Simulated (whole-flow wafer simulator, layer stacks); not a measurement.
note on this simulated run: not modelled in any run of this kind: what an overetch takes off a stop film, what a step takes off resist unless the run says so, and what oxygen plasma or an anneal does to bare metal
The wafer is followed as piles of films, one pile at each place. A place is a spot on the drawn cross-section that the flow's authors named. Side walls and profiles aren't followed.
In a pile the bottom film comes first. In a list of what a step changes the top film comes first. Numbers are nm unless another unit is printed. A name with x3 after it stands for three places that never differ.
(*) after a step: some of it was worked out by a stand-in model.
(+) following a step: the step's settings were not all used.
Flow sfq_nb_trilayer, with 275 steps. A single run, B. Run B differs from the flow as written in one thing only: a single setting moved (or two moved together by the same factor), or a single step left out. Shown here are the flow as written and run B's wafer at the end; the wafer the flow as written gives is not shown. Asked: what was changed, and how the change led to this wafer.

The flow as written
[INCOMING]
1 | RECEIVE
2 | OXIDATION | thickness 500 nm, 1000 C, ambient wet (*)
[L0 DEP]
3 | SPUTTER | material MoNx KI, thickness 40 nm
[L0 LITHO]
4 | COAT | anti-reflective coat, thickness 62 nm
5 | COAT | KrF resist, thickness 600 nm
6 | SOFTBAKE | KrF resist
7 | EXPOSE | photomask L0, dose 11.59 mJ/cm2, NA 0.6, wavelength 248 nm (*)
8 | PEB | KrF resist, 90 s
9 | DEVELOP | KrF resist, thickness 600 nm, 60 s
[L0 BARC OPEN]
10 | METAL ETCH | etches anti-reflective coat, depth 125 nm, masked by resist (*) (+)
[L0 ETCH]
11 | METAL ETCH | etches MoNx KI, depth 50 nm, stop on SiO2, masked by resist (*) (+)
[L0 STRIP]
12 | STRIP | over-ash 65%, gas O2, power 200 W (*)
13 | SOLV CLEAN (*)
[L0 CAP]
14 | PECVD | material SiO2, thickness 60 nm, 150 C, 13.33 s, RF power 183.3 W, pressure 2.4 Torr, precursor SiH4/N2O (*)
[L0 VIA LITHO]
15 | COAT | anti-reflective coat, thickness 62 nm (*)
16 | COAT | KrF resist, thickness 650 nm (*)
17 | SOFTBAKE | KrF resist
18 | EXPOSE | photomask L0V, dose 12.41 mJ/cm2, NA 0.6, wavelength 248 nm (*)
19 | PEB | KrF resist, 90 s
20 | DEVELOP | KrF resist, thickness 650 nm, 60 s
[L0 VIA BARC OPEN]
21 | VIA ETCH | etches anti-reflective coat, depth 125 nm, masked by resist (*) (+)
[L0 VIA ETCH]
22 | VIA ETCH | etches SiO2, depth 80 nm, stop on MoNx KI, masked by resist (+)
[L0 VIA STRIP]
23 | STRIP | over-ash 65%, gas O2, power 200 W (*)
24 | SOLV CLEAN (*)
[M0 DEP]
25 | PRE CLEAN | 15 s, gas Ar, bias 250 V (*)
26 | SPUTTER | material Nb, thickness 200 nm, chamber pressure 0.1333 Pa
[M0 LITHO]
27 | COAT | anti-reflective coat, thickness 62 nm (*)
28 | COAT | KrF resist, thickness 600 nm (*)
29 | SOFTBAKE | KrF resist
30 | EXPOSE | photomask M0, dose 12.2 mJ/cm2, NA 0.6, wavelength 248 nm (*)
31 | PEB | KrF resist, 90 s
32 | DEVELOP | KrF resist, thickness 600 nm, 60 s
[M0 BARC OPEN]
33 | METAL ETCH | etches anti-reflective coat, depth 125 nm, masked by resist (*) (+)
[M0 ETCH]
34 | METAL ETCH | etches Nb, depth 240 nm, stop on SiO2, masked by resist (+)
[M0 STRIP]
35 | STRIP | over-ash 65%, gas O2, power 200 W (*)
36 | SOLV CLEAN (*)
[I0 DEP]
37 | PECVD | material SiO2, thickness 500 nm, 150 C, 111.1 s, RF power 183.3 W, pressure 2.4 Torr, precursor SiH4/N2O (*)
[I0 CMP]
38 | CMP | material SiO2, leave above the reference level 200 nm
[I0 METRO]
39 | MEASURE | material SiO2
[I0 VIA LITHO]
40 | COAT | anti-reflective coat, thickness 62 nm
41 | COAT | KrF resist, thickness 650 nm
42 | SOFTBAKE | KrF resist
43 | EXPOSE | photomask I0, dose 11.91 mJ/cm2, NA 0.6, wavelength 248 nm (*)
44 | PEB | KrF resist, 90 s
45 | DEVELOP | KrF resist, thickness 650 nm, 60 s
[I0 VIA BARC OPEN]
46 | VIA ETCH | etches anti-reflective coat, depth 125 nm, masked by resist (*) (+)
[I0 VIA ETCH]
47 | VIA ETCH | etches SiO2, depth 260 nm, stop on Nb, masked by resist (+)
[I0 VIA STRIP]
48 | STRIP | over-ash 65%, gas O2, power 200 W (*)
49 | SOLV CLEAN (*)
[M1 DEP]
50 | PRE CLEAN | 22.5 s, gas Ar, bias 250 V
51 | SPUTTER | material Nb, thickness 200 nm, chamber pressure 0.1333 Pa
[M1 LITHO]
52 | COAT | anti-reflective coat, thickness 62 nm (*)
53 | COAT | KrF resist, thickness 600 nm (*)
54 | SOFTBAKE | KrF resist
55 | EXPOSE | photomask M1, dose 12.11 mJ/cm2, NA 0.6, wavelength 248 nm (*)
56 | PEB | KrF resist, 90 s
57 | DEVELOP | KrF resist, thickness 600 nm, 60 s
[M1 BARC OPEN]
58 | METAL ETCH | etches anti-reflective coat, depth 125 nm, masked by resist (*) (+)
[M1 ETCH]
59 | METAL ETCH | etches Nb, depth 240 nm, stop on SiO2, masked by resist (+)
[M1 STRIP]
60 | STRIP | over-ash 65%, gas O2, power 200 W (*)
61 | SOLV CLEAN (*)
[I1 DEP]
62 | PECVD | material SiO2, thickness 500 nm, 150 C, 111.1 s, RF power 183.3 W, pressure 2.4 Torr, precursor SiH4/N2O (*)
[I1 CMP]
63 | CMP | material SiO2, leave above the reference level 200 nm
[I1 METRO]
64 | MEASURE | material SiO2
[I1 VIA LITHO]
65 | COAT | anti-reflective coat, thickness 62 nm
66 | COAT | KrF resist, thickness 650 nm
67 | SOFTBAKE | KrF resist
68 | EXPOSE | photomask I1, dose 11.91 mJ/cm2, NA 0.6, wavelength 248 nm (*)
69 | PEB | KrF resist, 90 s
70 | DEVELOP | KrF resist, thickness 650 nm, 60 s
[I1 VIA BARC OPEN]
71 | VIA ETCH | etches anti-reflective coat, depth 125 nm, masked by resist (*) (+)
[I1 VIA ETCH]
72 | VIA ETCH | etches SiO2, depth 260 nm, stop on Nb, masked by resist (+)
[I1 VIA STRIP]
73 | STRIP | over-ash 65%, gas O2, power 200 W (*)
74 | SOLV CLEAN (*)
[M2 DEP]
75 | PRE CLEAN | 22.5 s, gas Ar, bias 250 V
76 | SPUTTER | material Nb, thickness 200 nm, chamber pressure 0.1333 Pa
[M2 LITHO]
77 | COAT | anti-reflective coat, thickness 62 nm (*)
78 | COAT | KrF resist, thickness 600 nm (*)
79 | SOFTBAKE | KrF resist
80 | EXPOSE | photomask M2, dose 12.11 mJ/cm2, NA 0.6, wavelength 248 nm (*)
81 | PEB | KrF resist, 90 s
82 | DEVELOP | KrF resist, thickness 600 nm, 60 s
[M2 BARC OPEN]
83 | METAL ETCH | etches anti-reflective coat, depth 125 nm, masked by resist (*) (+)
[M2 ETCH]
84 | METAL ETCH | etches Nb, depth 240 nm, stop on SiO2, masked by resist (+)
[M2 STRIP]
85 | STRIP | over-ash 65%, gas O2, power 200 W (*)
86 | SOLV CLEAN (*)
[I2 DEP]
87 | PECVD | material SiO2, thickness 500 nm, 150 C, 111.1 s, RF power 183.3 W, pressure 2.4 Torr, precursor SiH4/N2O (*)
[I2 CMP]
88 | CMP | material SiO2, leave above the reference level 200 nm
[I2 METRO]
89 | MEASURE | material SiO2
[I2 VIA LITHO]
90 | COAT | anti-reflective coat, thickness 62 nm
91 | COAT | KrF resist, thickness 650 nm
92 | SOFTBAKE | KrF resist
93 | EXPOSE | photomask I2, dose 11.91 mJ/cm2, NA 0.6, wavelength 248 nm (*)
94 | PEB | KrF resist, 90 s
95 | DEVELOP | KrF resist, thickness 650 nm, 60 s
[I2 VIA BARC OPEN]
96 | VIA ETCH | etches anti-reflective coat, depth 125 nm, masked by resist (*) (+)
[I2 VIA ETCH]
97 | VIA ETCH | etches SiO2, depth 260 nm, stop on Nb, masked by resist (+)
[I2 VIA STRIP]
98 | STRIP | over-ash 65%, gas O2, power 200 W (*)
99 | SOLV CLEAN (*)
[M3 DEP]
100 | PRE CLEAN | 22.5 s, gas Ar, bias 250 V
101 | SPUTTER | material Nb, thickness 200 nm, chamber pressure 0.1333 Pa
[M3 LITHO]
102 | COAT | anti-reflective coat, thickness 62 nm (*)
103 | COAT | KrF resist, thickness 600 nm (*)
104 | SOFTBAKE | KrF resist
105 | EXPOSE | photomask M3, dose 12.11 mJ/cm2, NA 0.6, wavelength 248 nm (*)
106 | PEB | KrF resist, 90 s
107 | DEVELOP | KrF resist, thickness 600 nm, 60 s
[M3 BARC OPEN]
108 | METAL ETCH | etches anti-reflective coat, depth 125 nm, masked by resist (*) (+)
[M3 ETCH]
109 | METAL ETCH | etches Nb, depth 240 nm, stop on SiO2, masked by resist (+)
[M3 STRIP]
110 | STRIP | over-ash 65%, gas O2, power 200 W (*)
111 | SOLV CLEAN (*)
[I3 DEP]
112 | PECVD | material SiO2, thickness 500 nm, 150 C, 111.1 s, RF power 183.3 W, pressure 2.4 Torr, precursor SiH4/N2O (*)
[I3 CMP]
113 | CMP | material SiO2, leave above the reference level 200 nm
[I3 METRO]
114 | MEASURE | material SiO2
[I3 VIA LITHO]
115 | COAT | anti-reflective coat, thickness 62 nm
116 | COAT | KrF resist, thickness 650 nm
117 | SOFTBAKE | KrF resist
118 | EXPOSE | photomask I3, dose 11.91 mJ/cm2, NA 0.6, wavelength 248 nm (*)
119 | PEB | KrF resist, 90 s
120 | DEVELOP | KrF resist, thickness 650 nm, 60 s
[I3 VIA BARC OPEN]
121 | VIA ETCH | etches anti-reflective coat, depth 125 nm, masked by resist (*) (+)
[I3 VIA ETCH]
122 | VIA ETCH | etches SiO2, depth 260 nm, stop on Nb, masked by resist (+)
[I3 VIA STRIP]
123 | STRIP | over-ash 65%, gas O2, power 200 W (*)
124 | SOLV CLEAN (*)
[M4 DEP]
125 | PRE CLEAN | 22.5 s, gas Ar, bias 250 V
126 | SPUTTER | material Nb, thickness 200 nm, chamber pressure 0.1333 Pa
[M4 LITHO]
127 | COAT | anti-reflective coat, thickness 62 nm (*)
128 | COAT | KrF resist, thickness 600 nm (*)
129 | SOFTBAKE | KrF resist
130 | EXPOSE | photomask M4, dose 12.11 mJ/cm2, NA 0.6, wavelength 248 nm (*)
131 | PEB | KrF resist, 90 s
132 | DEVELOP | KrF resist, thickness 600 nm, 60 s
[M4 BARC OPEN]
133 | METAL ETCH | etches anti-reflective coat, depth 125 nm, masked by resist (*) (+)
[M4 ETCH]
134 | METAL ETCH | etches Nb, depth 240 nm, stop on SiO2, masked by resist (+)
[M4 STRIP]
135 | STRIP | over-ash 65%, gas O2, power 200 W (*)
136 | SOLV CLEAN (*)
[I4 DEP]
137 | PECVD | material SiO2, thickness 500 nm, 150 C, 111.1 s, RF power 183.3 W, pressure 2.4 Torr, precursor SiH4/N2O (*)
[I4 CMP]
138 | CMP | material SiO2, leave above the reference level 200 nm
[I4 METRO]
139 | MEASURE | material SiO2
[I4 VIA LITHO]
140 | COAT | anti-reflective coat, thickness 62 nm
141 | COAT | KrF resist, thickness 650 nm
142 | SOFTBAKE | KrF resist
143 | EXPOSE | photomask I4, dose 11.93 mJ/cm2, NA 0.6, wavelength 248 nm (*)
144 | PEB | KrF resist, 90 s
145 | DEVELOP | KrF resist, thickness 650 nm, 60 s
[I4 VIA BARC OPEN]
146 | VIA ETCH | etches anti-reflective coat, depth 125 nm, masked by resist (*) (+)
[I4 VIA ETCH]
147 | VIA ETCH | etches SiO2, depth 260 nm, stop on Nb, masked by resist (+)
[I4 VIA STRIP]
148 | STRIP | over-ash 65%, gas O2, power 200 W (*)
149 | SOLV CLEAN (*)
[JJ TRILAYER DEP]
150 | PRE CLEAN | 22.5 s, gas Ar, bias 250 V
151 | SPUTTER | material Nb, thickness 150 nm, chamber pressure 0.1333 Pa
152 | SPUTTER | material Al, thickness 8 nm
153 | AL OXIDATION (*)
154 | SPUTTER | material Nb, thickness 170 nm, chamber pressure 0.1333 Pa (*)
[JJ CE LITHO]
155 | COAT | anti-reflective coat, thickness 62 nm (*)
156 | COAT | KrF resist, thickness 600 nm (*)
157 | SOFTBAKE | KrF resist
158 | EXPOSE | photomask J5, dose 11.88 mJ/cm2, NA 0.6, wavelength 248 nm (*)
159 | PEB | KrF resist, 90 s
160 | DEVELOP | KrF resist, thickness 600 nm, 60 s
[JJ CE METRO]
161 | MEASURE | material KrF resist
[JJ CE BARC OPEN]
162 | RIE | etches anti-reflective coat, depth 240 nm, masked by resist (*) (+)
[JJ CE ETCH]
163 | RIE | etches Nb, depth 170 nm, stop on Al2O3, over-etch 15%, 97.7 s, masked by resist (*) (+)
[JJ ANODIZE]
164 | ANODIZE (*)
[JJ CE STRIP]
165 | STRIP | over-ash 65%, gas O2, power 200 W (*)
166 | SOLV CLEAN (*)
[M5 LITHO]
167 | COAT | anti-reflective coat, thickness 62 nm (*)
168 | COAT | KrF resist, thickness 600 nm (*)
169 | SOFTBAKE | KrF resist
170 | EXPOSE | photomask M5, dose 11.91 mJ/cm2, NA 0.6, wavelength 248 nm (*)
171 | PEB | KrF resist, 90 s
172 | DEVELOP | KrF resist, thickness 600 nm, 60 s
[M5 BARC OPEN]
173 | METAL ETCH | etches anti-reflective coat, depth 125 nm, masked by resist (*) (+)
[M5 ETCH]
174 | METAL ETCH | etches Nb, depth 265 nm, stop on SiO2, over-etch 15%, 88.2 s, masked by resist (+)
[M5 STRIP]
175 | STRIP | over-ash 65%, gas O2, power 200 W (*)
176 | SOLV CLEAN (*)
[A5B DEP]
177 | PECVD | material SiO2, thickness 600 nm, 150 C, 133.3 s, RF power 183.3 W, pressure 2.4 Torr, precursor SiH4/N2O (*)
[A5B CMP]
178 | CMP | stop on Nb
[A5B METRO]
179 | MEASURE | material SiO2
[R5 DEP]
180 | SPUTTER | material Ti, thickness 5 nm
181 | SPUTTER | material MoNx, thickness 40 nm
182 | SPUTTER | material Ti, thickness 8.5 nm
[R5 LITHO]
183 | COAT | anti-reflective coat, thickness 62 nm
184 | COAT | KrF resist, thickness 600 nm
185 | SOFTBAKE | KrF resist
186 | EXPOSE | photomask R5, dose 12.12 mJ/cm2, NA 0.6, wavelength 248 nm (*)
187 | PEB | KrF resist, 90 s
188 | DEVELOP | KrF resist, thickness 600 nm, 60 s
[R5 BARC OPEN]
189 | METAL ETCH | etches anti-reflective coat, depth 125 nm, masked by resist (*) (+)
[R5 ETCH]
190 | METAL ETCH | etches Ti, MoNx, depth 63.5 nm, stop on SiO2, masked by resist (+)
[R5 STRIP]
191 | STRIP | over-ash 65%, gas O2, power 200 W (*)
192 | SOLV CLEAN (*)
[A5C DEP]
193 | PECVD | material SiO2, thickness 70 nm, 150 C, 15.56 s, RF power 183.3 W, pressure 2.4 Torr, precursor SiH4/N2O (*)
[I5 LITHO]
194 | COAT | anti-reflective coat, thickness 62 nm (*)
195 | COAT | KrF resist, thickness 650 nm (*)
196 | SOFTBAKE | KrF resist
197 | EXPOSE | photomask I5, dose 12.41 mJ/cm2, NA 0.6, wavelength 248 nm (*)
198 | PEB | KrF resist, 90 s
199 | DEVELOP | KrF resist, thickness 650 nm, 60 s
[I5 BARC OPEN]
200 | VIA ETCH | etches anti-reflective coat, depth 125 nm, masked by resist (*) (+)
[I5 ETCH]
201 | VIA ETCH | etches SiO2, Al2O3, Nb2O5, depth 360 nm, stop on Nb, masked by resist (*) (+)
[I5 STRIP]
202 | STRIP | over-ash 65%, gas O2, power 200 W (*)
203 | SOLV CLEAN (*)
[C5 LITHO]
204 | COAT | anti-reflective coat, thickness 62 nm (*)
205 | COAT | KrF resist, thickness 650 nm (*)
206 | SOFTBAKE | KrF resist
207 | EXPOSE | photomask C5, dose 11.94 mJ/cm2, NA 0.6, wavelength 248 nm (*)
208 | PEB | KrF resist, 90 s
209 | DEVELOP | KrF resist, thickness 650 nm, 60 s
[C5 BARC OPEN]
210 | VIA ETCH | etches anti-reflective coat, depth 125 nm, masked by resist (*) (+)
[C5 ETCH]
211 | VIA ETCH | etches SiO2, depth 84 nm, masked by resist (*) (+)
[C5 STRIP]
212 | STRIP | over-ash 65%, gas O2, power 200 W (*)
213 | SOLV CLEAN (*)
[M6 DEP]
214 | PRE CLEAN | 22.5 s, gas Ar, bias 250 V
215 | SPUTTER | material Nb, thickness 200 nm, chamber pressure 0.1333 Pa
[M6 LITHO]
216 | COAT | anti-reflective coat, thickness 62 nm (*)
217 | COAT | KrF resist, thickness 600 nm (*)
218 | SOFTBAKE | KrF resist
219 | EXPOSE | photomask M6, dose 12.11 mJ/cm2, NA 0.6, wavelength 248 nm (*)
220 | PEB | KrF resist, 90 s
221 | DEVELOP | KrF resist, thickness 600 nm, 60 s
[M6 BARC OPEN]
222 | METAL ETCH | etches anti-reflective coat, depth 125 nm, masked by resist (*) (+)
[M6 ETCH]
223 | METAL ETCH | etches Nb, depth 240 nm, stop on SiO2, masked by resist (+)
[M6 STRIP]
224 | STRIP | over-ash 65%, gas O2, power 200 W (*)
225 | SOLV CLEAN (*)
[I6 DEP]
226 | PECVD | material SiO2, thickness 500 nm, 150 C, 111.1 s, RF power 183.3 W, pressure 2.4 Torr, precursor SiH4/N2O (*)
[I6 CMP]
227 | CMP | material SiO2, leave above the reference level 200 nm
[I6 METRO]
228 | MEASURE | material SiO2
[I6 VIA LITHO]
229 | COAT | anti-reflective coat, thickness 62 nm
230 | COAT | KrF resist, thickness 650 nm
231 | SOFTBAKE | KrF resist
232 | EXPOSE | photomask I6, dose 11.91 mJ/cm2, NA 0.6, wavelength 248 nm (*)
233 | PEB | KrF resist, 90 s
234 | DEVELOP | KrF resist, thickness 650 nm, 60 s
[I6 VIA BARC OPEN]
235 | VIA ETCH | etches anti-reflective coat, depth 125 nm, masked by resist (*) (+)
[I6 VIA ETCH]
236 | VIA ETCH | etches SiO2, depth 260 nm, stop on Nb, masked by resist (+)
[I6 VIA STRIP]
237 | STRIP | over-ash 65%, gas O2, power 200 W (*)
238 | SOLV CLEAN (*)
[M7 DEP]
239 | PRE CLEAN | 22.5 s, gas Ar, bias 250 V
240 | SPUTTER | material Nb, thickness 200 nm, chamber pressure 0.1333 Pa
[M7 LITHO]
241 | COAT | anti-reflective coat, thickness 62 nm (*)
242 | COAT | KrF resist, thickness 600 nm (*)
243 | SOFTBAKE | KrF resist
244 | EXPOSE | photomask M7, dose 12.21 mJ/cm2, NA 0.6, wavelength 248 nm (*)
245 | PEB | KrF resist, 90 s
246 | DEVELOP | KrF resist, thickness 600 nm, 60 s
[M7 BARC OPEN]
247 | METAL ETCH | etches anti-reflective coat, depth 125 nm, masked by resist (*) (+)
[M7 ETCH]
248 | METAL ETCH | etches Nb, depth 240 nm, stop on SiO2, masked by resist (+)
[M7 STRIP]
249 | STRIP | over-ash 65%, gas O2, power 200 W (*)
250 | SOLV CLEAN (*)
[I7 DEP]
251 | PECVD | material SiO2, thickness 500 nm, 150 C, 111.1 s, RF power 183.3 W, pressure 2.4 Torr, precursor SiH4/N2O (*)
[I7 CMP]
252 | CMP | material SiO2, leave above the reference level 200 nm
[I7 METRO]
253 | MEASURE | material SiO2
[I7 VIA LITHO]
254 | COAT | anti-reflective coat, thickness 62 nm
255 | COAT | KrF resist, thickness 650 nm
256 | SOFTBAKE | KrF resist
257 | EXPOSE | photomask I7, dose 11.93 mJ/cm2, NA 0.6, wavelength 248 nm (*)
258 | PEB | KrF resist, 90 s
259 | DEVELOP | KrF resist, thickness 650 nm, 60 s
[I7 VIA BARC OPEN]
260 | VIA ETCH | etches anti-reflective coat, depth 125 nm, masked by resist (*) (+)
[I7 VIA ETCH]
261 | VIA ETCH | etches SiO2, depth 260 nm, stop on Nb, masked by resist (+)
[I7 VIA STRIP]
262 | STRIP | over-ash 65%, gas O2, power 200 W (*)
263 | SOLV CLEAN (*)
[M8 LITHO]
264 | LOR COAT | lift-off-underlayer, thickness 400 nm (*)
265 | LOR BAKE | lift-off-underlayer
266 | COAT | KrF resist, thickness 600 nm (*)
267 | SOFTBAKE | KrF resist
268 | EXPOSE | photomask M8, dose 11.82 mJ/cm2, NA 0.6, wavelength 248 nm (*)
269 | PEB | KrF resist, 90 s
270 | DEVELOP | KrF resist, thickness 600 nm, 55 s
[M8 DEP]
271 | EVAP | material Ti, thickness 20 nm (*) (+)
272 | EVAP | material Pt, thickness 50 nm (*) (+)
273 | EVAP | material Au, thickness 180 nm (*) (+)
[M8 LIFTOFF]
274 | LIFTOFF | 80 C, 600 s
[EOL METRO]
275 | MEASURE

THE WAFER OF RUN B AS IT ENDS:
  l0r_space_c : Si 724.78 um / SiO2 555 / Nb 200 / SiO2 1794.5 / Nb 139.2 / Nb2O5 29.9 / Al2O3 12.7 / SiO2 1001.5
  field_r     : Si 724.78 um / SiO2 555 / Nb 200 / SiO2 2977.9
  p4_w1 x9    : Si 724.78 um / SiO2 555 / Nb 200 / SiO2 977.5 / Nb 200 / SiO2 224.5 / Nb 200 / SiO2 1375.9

Cause: step 113, CMP: leave above the reference level 232 nm was run, while the flow as written has leave above the reference level 200 nm.

The path from the change to this, step by step:
  113 | CMP | material SiO2, leave above the reference level 200 nm
      field_l, be, be_sur and 64 more: SiO2 loses 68 (in the flow as written it would be: SiO2 loses 100)
      v_sur, via_wl, via_wr and 27 more: SiO2 loses 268 (in the flow as written it would be: SiO2 loses 300)
      (as well as at 9 more places)
  122 | VIA ETCH | etches SiO2, depth 260 nm, stop on Nb, masked by resist (+)
      via_v: SiO2 loses 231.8 (all of it) (in the flow as written it would be: SiO2 loses 199.8 (all of it))
  126 | SPUTTER | material Nb, thickness 200 nm, chamber pressure 0.1333 Pa
      via_v: Nb gains 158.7 (in the flow as written it would be: Nb gains 165.5)
  127 | COAT | anti-reflective coat, thickness 62 nm (*)
      via_v: anti-reflective coat gains 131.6 (new film) (in the flow as written it would be: anti-reflective coat gains 124.8 (new film))
  128 | COAT | KrF resist, thickness 600 nm (*)
      via_v: KrF resist gains 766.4 (new film) (in the flow as written it would be: KrF resist gains 739.8 (new film))
  135 | STRIP | over-ash 65%, gas O2, power 200 W (*)
      via_v: KrF resist loses 548.4 (all of it), anti-reflective coat loses 131.6 (all of it) (in the flow as written it would be: KrF resist loses 521.8 (all of it), anti-reflective coat loses 124.8 (all of it))
  137 | PECVD | material SiO2, thickness 500 nm, 150 C, 111.1 s, RF power 183.3 W, pressure 2.4 Torr, precursor SiH4/N2O (*)
      via_v: SiO2 gains 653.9 (new film) (in the flow as written it would be: SiO2 gains 615 (new film))
